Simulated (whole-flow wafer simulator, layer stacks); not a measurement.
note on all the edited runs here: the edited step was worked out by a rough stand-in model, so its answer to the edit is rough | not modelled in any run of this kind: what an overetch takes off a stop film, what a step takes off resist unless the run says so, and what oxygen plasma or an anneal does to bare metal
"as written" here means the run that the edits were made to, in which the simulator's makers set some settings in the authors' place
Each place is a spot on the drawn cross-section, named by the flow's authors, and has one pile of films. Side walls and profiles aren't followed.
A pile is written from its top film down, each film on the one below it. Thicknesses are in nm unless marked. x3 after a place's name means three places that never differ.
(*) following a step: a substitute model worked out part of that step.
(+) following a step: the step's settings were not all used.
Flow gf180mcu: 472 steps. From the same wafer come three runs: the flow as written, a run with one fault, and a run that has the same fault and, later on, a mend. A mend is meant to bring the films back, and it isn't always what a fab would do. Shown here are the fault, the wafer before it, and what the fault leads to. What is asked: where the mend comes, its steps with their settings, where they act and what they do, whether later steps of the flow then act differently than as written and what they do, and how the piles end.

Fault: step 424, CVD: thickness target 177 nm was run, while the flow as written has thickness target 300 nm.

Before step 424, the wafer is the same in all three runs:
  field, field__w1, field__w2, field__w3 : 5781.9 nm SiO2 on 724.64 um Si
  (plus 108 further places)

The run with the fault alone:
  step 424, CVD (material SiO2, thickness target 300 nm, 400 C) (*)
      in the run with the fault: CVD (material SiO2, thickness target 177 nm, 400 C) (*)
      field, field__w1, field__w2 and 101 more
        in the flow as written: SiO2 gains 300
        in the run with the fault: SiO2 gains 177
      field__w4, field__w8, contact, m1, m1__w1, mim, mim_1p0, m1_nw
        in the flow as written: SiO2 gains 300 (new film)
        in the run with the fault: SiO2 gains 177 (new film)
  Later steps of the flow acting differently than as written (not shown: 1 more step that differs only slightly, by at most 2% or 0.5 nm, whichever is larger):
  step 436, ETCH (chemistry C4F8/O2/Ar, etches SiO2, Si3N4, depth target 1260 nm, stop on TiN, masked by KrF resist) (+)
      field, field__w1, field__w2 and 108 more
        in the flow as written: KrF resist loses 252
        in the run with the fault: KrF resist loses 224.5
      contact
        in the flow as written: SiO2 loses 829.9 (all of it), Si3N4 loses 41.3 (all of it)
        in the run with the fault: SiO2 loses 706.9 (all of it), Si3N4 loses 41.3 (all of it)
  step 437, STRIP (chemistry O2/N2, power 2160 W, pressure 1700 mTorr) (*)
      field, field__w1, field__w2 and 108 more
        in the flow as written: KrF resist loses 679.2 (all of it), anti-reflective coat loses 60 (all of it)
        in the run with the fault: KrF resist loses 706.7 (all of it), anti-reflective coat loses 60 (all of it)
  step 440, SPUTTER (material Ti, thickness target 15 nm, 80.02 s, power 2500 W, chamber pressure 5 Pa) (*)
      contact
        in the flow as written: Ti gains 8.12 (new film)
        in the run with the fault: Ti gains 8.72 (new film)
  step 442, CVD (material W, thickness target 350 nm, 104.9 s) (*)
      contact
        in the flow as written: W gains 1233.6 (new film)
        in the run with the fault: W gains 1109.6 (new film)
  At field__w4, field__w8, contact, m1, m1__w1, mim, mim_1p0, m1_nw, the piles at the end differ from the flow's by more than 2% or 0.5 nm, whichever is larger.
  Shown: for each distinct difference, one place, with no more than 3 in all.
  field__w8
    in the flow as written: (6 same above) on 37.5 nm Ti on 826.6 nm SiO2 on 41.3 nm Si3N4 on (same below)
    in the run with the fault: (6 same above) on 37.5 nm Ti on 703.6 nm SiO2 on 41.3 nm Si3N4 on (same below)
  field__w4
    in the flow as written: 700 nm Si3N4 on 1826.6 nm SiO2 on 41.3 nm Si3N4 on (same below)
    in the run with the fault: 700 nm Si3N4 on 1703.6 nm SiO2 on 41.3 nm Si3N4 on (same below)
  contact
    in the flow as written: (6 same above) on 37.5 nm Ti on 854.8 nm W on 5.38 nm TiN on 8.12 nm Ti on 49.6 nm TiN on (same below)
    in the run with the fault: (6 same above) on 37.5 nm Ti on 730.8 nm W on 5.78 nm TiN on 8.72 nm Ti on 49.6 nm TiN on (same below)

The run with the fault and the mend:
  The mend stands after step 424.
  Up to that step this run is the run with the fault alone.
  step 424a, CVD (material SiO2, thickness target 123 nm, 400 C) (*) (the flow's step 424 again, with other settings)
      field, field__w1, field__w2 and 109 more
        SiO2 gains 123
  None of the later steps of the flow acts differently than as written at any place that is followed.
  By the end, the piles equal the flow's at every place that both follow.
